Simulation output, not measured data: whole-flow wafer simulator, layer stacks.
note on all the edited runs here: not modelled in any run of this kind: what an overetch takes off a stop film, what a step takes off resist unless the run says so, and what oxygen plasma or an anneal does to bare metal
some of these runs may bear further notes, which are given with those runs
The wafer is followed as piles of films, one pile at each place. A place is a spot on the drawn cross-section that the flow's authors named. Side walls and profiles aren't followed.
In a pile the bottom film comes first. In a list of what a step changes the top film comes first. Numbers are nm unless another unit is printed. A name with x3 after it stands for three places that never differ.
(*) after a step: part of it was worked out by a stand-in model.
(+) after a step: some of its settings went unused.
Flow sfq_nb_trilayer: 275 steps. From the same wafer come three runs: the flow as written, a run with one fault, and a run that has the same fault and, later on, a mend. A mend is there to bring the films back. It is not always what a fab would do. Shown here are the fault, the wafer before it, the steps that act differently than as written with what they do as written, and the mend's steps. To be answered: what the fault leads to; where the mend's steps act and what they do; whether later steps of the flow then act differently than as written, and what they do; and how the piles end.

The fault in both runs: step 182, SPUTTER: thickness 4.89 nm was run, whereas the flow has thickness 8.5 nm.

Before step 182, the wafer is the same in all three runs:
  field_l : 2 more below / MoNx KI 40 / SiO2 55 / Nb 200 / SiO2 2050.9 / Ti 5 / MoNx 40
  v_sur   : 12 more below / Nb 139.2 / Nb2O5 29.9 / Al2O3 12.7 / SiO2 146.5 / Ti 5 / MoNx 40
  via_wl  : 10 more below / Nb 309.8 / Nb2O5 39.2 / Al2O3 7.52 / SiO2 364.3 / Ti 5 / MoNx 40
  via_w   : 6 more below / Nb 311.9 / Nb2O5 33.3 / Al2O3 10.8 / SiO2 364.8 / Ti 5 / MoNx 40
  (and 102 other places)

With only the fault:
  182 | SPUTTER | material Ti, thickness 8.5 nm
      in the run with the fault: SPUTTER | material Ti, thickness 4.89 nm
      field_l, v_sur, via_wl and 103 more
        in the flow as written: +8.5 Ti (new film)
        in the run with the fault: +4.89 Ti (new film)
  Steps later in the flow that act otherwise than as written (12 other steps are not shown; they differ only slightly, by no more than 2% or 0.5 nm, whichever is larger):
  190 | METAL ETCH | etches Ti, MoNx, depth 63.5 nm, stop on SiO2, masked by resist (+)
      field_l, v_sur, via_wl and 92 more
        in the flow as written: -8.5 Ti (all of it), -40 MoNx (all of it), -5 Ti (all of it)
        in the run with the fault: -4.89 Ti (all of it), -40 MoNx (all of it), -5 Ti (all of it)
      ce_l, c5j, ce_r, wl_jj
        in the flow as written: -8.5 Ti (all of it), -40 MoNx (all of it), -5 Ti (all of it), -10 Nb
        in the run with the fault: -4.89 Ti (all of it), -40 MoNx (all of it), -5 Ti (all of it), -13.6 Nb
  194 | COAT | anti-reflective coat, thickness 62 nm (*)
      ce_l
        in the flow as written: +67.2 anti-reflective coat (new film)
        in the run with the fault: +68.8 anti-reflective coat (new film)
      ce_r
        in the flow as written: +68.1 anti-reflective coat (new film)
        in the run with the fault: +69.6 anti-reflective coat (new film)
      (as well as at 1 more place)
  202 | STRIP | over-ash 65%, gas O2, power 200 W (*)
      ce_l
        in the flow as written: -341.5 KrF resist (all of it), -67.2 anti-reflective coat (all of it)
        in the run with the fault: -342.5 KrF resist (all of it), -68.8 anti-reflective coat (all of it)
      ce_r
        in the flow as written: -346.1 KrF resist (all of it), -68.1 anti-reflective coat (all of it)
        in the run with the fault: -346.7 KrF resist (all of it), -69.6 anti-reflective coat (all of it)
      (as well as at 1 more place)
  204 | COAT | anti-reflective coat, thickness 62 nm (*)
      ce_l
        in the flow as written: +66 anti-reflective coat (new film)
        in the run with the fault: +67.6 anti-reflective coat (new film)
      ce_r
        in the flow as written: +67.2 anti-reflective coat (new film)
        in the run with the fault: +68.7 anti-reflective coat (new film)
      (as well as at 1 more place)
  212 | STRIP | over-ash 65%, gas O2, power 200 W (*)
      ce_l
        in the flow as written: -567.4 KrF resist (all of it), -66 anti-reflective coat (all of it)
        in the run with the fault: -568.1 KrF resist (all of it), -67.6 anti-reflective coat (all of it)
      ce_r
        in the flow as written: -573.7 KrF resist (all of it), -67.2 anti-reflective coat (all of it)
        in the run with the fault: -574.1 KrF resist (all of it), -68.7 anti-reflective coat (all of it)
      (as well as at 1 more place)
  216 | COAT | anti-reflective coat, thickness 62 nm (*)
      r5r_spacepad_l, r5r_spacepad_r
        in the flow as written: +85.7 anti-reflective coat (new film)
        in the run with the fault: +83.9 anti-reflective coat (new film)
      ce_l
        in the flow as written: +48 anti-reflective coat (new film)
        in the run with the fault: +49.1 anti-reflective coat (new film)
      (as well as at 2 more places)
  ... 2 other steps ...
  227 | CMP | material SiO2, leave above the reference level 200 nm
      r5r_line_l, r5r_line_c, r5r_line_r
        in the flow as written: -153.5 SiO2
        in the run with the fault: -149.9 SiO2
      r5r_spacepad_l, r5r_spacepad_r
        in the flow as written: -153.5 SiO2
        in the run with the fault: -147.4 SiO2
  The piles end different from the flow's at ce_l, ce_r, be_r and 7 more by more than 2% or 0.5 nm, whichever is larger.
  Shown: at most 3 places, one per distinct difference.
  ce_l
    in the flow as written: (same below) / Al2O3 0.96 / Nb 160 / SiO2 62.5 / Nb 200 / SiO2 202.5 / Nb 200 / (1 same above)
    in the run with the fault: (same below) / Al2O3 0.96 / Nb 156.4 / SiO2 62.5 / Nb 200 / SiO2 206.1 / Nb 200 / (1 same above)
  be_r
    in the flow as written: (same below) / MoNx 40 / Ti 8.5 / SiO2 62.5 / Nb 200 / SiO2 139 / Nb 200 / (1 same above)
    in the run with the fault: (same below) / MoNx 40 / Ti 4.89 / SiO2 62.5 / Nb 200 / SiO2 142.6 / Nb 200 / (1 same above)
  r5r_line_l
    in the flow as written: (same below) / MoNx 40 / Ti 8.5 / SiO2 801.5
    in the run with the fault: (same below) / MoNx 40 / Ti 4.89 / SiO2 805.1

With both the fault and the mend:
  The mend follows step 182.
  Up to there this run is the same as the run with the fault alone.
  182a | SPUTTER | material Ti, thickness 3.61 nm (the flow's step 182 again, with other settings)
      field_l, v_sur, via_wl and 103 more
        +3.61 Ti
  None of the later steps of the flow acts differently than as written at any place that is followed.
  By the end, the piles equal the flow's at every place that both follow.
